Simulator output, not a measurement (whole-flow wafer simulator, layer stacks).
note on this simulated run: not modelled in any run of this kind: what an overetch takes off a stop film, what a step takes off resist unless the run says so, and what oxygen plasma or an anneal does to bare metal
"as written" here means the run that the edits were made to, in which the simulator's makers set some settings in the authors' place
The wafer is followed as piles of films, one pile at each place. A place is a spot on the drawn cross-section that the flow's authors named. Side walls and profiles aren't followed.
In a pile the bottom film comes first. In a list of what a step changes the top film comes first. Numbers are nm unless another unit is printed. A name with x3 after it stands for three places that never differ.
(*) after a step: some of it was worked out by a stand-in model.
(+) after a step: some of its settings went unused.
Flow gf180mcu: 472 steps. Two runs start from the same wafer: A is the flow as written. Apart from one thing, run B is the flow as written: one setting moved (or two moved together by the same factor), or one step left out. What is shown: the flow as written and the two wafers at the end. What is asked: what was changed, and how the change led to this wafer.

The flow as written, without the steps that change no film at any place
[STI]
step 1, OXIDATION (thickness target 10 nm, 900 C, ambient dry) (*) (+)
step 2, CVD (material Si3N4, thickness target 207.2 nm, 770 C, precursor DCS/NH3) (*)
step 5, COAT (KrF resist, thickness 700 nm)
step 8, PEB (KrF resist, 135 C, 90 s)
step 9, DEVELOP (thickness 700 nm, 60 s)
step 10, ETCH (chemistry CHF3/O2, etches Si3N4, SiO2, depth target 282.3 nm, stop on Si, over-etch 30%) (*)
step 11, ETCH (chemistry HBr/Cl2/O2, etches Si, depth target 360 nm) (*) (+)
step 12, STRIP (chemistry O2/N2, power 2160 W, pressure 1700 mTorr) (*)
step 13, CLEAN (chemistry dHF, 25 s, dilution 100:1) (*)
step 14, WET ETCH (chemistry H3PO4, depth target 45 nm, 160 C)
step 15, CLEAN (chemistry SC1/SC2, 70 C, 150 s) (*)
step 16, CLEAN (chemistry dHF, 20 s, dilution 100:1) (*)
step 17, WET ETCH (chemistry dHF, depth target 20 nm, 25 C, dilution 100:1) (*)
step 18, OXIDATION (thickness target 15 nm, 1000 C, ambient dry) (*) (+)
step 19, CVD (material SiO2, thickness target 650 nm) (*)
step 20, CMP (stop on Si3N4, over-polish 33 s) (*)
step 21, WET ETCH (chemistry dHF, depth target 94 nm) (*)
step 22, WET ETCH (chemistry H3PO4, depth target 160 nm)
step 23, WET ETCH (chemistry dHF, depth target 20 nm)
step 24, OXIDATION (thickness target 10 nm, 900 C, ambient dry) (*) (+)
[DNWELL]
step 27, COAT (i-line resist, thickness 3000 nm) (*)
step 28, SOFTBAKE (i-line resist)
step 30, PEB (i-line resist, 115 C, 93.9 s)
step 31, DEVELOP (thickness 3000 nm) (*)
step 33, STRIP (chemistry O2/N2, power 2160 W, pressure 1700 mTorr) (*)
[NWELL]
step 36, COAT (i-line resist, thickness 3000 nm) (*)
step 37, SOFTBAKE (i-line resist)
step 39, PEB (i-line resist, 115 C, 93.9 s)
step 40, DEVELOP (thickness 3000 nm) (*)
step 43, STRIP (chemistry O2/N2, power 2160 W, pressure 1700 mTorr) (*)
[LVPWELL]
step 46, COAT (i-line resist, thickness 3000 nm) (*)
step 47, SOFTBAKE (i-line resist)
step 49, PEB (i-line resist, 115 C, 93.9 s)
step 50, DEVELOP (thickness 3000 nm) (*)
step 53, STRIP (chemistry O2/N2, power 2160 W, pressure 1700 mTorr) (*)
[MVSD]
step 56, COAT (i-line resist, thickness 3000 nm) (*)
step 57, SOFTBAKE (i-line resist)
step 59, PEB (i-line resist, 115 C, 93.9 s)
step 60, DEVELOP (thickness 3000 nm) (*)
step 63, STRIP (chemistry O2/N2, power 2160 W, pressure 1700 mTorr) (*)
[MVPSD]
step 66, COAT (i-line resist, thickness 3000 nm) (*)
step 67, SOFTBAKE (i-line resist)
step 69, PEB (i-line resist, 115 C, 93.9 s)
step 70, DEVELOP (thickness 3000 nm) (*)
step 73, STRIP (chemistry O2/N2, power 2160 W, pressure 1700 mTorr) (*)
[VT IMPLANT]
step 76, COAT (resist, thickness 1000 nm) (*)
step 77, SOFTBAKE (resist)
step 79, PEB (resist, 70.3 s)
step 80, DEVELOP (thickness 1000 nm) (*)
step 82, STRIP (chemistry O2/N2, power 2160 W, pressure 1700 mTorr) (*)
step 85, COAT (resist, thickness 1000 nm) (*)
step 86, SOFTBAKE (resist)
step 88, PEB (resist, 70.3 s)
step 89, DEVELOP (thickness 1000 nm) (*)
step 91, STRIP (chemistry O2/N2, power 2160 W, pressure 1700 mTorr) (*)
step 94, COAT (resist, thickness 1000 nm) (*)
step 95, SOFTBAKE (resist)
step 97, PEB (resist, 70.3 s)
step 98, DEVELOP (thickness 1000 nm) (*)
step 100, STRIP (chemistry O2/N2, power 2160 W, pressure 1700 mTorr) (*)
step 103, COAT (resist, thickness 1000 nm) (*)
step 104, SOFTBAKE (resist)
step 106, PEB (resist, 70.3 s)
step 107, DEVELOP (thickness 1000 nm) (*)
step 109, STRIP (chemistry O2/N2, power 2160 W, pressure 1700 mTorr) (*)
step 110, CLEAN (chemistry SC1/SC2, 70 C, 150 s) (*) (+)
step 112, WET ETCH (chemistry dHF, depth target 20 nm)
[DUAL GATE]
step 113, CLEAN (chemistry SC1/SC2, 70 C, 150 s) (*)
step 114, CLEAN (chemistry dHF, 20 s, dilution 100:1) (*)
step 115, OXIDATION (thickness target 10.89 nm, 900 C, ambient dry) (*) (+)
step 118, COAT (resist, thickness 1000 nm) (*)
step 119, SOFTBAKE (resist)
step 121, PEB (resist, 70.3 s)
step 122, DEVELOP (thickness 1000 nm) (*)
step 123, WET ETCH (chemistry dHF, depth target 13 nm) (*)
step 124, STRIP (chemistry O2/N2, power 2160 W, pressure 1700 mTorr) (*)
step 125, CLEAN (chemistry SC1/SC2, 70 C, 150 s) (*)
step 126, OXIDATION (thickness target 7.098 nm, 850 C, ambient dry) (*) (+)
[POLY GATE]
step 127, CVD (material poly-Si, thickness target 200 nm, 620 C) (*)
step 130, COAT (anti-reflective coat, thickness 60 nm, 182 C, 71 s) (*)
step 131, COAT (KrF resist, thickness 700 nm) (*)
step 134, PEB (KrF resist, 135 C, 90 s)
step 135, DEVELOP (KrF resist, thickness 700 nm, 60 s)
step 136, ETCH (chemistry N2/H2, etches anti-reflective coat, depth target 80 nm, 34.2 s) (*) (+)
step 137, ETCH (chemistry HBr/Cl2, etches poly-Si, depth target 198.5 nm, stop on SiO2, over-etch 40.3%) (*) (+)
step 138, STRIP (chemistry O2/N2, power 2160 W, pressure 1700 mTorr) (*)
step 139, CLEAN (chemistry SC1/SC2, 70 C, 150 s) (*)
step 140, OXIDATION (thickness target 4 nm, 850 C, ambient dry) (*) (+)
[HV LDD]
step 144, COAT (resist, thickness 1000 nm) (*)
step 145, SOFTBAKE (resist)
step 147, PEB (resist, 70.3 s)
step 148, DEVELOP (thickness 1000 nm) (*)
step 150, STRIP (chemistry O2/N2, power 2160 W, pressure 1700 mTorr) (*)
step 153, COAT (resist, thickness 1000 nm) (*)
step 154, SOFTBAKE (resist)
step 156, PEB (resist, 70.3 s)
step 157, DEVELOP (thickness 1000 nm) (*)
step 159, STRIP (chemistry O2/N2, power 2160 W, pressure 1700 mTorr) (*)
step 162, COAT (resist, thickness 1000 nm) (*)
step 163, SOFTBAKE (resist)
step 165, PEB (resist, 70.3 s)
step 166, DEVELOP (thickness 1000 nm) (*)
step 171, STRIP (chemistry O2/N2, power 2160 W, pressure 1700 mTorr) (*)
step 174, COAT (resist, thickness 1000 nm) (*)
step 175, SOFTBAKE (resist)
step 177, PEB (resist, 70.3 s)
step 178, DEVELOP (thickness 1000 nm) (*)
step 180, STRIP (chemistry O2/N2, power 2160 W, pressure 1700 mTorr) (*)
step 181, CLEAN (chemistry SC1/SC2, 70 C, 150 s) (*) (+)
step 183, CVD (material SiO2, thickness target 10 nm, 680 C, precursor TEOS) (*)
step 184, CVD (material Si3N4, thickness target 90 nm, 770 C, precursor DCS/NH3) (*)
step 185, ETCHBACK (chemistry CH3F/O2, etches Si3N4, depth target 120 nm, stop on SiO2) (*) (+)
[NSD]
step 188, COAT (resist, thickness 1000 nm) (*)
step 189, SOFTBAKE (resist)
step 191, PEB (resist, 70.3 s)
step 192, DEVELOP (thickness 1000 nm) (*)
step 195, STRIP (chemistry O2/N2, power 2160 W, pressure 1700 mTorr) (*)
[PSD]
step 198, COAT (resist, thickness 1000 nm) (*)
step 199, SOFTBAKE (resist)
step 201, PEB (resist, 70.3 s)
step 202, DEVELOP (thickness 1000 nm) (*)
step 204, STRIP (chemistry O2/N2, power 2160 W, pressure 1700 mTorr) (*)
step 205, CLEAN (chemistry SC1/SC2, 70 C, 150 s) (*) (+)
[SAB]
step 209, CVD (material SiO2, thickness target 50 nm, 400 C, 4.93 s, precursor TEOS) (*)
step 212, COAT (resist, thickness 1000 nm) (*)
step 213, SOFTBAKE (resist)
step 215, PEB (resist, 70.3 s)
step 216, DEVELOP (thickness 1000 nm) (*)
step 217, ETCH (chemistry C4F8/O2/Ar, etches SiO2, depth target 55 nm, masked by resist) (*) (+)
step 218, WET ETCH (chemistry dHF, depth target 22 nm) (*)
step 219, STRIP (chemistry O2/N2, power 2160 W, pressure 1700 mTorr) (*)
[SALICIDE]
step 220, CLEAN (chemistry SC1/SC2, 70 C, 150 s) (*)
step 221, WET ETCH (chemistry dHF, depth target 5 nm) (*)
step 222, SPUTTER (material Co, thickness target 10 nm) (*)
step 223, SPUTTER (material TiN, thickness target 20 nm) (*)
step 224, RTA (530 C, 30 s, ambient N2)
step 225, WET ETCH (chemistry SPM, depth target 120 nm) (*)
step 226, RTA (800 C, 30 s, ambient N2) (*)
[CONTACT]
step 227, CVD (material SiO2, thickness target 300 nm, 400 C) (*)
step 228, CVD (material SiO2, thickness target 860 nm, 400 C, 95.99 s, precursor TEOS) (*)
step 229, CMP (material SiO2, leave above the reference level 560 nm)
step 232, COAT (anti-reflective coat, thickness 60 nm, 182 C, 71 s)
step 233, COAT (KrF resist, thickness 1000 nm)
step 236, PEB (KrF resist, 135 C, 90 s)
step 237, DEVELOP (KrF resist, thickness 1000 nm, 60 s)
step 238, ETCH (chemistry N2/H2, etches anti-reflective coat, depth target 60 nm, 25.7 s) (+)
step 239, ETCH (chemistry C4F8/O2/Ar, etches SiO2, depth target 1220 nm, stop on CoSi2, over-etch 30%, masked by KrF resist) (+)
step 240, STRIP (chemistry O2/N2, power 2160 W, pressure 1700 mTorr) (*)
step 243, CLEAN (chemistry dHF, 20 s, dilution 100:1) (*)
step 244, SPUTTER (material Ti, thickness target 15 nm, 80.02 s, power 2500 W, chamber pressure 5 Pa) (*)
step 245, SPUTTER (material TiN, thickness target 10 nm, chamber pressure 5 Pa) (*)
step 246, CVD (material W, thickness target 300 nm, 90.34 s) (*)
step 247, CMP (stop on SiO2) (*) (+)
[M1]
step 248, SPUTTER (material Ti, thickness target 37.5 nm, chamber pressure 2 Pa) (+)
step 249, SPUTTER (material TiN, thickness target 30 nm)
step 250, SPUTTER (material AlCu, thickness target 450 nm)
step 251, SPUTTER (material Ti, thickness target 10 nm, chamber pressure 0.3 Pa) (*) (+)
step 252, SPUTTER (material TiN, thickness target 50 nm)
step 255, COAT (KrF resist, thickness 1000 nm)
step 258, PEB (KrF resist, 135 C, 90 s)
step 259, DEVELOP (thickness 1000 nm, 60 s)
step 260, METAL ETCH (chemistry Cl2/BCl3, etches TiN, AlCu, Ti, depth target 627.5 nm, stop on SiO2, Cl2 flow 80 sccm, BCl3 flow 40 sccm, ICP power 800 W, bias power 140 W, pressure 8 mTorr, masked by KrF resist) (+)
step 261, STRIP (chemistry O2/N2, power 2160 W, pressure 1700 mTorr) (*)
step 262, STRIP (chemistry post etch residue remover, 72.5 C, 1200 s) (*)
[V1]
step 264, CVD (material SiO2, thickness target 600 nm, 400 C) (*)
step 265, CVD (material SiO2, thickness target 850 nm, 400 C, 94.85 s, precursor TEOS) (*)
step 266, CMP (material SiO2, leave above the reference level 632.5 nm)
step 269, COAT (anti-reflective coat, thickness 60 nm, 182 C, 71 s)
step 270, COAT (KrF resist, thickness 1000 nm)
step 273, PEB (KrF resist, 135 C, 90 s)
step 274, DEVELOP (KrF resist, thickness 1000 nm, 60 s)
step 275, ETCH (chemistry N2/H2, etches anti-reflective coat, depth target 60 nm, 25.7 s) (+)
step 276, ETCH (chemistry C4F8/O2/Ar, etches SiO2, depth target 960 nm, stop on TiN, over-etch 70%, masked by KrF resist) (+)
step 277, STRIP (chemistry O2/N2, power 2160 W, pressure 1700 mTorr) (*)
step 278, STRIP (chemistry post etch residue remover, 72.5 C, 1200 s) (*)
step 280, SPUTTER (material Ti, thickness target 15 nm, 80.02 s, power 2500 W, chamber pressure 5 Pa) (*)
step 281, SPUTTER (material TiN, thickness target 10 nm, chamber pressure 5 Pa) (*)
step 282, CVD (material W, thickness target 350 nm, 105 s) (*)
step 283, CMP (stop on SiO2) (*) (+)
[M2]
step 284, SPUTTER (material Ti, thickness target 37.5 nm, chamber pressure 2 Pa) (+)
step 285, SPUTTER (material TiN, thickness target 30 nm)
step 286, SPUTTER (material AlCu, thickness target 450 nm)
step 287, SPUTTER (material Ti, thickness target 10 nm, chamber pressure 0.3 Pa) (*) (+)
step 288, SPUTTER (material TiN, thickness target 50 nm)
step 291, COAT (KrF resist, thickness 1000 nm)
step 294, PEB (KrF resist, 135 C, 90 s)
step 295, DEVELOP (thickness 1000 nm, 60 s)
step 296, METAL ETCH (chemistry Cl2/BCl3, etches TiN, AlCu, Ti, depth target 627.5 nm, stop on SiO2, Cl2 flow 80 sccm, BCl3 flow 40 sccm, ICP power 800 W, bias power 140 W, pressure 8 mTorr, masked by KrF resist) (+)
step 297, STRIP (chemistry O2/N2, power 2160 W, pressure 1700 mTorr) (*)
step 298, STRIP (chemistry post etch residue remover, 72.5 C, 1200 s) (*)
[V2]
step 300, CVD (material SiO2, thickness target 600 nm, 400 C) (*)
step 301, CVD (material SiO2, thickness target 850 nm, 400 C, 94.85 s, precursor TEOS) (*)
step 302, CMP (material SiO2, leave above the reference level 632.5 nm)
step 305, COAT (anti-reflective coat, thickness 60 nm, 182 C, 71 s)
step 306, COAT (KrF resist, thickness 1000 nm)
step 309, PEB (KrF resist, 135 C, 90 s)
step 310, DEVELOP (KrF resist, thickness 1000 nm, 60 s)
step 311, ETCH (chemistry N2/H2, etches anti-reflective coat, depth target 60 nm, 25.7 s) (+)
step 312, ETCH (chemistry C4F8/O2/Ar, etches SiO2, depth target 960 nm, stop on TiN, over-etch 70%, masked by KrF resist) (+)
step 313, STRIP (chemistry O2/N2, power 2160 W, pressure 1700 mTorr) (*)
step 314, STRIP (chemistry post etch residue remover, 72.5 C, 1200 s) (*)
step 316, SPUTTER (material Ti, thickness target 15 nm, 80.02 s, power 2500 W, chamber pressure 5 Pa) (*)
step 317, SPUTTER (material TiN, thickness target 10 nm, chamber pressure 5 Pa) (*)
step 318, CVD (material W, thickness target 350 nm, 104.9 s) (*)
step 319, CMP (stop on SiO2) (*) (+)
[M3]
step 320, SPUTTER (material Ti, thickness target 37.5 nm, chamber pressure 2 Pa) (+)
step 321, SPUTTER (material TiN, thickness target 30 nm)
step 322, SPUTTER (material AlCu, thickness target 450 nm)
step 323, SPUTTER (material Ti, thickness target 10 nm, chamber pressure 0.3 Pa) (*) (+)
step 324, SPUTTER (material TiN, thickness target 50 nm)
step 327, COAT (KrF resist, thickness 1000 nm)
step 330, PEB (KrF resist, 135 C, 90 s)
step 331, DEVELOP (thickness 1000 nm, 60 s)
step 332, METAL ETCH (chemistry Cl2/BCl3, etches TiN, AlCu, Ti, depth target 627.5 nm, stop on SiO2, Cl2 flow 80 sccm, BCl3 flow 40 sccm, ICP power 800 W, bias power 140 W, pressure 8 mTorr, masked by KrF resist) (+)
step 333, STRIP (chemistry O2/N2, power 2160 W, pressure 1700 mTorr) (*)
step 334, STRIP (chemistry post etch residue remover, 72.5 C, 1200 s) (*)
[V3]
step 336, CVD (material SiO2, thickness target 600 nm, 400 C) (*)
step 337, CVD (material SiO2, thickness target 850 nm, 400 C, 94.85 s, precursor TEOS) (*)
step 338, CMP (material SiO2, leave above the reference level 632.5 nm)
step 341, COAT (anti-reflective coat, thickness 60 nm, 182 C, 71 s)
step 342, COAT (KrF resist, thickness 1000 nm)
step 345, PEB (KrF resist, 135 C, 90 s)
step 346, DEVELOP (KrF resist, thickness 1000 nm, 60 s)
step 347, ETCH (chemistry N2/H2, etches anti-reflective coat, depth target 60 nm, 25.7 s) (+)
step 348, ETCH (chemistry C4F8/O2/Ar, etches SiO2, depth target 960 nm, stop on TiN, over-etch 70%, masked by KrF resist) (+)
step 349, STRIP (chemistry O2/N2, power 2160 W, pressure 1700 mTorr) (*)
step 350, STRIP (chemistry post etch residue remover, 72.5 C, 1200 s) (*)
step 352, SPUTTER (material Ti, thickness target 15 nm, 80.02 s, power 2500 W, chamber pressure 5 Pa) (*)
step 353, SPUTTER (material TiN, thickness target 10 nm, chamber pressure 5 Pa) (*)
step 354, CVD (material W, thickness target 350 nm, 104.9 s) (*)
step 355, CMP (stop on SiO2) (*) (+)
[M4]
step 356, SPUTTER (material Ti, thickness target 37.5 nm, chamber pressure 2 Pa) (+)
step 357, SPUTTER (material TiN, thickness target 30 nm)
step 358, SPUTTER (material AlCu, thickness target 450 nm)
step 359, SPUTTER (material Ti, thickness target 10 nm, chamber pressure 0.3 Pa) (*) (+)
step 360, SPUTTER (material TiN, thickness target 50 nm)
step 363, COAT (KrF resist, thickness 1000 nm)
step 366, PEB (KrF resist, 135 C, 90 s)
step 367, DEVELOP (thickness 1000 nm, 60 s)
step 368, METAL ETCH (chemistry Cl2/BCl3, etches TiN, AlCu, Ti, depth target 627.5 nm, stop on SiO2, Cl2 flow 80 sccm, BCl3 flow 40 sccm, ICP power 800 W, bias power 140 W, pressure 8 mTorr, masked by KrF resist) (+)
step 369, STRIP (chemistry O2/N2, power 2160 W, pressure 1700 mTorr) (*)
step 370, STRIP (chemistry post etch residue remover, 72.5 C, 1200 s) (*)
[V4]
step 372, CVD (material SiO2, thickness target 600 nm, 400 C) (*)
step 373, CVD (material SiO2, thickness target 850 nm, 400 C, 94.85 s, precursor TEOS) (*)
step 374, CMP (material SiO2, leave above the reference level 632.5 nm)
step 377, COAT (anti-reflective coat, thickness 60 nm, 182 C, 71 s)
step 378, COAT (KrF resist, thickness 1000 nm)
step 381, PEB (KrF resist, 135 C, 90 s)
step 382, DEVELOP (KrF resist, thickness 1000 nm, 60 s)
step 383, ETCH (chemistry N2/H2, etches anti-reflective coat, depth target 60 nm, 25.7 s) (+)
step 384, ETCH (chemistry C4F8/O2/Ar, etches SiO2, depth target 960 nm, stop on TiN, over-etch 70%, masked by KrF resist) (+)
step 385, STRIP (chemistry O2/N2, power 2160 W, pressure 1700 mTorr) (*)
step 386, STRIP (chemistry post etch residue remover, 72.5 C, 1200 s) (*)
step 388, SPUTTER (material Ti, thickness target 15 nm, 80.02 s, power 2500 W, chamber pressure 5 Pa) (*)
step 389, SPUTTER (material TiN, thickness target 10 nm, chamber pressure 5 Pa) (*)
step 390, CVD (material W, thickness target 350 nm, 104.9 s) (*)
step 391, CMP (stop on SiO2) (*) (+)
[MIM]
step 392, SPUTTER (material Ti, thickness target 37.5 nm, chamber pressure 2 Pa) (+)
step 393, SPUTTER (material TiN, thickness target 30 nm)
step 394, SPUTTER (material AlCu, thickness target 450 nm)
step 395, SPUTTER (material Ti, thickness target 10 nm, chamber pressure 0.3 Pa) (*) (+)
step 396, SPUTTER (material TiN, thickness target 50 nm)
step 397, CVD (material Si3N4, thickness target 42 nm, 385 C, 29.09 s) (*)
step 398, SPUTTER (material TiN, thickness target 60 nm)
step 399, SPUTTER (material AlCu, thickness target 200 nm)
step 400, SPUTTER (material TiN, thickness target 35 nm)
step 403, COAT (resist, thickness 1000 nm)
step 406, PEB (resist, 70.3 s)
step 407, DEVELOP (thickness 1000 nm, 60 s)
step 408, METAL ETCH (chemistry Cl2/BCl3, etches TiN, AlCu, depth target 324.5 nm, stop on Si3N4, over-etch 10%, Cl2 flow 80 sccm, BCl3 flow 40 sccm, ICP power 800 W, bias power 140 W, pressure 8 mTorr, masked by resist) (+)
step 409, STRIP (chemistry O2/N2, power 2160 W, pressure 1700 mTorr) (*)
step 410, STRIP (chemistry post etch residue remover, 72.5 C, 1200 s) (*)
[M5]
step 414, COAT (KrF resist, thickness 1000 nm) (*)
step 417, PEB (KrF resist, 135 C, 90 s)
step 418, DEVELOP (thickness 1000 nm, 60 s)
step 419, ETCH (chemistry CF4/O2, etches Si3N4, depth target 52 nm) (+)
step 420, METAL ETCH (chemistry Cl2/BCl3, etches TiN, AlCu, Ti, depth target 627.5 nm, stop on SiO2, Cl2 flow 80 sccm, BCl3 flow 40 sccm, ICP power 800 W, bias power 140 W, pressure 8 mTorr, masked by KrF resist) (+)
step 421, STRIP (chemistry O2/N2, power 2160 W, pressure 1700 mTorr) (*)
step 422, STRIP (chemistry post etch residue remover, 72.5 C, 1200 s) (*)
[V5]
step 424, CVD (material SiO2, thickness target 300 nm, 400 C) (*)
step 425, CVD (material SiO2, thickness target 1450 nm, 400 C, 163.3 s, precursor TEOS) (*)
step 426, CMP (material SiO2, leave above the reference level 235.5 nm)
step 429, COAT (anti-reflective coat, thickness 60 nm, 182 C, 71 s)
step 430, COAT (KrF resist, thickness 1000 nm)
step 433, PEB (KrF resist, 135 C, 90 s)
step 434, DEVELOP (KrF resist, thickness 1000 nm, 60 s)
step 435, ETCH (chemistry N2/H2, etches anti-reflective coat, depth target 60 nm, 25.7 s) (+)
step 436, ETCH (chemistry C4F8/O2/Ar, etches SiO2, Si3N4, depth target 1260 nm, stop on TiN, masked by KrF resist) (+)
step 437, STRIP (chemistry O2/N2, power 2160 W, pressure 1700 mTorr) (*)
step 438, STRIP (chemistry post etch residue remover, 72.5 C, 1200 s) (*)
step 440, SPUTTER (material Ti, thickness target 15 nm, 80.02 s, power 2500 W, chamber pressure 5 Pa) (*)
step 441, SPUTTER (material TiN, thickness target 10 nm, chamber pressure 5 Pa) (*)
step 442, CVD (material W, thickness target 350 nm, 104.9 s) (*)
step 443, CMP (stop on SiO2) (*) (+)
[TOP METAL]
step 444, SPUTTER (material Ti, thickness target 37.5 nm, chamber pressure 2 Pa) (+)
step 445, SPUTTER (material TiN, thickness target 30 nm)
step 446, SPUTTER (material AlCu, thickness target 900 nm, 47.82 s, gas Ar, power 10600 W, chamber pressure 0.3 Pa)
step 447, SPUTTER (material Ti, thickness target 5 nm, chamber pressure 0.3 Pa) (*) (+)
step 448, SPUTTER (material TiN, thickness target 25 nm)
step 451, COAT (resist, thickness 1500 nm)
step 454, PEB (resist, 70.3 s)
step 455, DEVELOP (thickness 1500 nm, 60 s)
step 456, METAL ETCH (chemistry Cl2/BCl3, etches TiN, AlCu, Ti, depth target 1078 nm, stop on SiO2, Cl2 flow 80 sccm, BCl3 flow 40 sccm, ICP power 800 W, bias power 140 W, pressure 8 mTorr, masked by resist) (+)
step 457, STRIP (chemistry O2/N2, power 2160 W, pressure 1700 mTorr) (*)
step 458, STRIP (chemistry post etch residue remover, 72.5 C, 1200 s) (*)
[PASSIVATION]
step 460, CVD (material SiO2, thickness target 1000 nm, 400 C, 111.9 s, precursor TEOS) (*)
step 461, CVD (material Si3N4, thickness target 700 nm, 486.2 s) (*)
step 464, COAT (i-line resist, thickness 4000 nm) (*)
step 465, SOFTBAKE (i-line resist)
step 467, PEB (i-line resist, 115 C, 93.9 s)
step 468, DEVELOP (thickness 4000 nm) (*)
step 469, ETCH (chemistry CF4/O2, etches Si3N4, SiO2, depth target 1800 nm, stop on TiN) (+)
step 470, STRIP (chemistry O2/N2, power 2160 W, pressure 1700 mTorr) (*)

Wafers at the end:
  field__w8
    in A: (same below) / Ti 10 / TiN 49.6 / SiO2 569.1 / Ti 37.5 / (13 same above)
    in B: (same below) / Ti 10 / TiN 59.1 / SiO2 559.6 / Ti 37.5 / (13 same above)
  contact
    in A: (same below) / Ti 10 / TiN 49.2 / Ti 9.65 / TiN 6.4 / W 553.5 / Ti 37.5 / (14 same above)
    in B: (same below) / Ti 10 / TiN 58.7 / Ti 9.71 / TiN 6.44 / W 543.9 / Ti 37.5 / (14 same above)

What caused this: step 360, SPUTTER: thickness target 59.5 nm was run, while the flow as written has thickness target 50 nm.

The path from the change to this, step by step:
  step 360, SPUTTER (material TiN, thickness target 50 nm)
      field, field__w1, field__w2 and 108 more: A +50 TiN (new film) | B +59.5 TiN (new film)
  step 368, METAL ETCH (chemistry Cl2/BCl3, etches TiN, AlCu, Ti, depth target 627.5 nm, stop on SiO2, Cl2 flow 80 sccm, BCl3 flow 40 sccm, ICP power 800 W, bias power 140 W, pressure 8 mTorr, masked by KrF resist) (+)
      field, field__w1, field__w2 and 103 more: A -50 TiN (all of it), -10 Ti (all of it), -450 AlCu (all of it), -30 TiN (all of it), -37.5 Ti (all of it) | B -59.5 TiN (all of it), -10 Ti (all of it), -450 AlCu (all of it), -30 TiN (all of it), -37.5 Ti (all of it)
